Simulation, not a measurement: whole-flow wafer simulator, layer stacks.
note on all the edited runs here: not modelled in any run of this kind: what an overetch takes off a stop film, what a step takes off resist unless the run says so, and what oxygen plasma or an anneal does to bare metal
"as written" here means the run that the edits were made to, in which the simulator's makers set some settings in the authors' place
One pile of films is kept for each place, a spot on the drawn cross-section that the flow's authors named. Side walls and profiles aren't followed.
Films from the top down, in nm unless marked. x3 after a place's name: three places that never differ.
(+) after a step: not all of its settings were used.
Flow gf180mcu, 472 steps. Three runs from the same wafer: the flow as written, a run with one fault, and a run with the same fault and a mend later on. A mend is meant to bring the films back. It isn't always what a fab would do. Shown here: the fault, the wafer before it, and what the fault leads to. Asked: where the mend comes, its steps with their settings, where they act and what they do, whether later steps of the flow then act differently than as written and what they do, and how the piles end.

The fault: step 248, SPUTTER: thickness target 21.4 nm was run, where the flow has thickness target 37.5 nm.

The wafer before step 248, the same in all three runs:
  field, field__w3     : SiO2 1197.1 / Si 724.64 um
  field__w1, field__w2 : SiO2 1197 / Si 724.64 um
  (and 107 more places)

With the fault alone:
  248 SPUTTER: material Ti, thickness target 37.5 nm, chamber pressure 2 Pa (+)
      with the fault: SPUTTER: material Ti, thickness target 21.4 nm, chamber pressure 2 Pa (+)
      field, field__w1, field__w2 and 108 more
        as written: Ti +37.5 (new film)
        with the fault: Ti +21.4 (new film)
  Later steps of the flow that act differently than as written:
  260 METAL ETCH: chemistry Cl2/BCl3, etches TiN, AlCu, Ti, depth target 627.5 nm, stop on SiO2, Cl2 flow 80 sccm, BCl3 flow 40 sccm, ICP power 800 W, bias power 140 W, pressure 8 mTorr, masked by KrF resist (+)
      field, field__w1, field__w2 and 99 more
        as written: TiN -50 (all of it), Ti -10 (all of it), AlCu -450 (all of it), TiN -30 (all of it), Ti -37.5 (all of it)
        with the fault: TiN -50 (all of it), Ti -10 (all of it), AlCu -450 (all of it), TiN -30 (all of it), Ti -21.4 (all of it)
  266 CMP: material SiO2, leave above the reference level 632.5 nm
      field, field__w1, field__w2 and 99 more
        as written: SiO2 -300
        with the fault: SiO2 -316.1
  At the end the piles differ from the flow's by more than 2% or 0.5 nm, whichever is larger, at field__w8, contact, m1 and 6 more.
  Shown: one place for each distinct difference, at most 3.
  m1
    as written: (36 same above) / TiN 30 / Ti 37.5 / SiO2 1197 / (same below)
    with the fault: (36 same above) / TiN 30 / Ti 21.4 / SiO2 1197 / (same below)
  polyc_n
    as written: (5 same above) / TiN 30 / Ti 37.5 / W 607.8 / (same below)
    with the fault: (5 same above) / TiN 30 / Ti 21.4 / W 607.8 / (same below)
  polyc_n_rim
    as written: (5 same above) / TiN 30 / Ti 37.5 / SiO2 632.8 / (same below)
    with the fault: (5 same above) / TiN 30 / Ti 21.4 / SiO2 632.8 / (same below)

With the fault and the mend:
  The mend comes after step 248.
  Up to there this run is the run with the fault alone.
  248a SPUTTER: material Ti, thickness target 16.1 nm, chamber pressure 2 Pa (+) (the flow's step 248 once more, with other settings)
      field, field__w1, field__w2 and 108 more
        Ti +16.1
  No later step of the flow acts differently than as written at any place that is followed.
  At the end the piles are the same as the flow's at every place that both follow.
